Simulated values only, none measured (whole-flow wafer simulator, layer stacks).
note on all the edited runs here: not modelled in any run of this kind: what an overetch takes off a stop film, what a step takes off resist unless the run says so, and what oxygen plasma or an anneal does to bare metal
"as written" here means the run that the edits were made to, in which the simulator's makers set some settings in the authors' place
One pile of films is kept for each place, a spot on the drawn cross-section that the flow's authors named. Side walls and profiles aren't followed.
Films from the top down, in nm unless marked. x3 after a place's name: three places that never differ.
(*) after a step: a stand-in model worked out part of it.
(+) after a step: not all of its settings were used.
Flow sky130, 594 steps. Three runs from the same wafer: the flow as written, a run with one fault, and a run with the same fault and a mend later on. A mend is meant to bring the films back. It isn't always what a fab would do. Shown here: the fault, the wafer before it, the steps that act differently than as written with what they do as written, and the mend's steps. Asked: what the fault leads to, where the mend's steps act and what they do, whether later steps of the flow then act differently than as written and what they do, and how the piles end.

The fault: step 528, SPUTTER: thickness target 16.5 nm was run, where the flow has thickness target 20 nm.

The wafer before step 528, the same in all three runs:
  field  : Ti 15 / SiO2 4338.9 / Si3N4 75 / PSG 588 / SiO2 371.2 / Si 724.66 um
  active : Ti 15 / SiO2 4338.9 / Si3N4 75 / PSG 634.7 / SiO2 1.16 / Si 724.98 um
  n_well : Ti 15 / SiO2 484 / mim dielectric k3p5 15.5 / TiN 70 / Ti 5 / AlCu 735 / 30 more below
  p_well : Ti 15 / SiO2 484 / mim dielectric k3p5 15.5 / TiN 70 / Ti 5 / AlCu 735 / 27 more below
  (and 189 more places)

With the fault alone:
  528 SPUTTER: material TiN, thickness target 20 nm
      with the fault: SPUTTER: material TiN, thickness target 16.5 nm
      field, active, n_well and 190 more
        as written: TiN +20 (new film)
        with the fault: TiN +16.5 (new film)
  Later steps of the flow that act differently than as written (19 more steps differ only slightly, by at most 2% or 0.5 nm, whichever is larger, and aren't shown):
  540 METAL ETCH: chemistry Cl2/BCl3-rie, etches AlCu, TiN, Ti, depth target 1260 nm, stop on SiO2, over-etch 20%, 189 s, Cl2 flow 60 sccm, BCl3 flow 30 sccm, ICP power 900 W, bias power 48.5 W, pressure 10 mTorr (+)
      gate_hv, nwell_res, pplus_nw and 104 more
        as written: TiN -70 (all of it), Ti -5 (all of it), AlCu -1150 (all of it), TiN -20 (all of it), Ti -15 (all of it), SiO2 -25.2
        with the fault: TiN -70 (all of it), Ti -5 (all of it), AlCu -1150 (all of it), TiN -16.5 (all of it), Ti -15 (all of it), SiO2 -25.6
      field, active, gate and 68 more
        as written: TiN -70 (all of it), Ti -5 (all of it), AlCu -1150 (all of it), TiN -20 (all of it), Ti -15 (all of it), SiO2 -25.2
        with the fault: TiN -70 (all of it), Ti -5 (all of it), AlCu -1150 (all of it), TiN -16.5 (all of it), Ti -15 (all of it), SiO2 -25.5
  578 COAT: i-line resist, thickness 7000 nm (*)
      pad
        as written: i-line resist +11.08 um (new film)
        with the fault: i-line resist +11.09 um (new film)
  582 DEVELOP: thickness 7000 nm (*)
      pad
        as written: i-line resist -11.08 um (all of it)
        with the fault: i-line resist -11.09 um (all of it)
  At the end the piles differ from the flow's by more than 2% or 0.5 nm, whichever is larger, at n_well, p_well, sd_n and 12 more.
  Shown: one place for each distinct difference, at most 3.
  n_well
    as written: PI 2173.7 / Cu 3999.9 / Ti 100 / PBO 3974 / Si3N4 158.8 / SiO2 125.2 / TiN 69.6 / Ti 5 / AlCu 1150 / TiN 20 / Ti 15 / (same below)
    with the fault: PI 2174.1 / Cu 3999.9 / Ti 100 / PBO 3976.5 / Si3N4 158.8 / SiO2 125.2 / TiN 69.6 / Ti 5 / AlCu 1150 / TiN 16.5 / Ti 15 / (same below)
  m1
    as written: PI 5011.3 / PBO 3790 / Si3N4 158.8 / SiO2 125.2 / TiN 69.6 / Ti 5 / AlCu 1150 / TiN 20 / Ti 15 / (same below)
    with the fault: PI 5011.5 / PBO 3792.9 / Si3N4 158.8 / SiO2 125.2 / TiN 69.6 / Ti 5 / AlCu 1150 / TiN 16.5 / Ti 15 / (same below)
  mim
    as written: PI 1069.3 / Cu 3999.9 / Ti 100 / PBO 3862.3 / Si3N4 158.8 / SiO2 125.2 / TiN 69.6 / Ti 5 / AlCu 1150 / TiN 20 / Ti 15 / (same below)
    with the fault: PI 1069.6 / Cu 3999.9 / Ti 100 / PBO 3865 / Si3N4 158.8 / SiO2 125.2 / TiN 69.6 / Ti 5 / AlCu 1150 / TiN 16.5 / Ti 15 / (same below)

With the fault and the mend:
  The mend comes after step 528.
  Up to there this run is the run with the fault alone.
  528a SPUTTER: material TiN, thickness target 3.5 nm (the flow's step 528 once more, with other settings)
      field, active, n_well and 190 more
        TiN +3.5
  No later step of the flow acts differently than as written at any place that is followed.
  At the end the piles are the same as the flow's at every place that both follow.
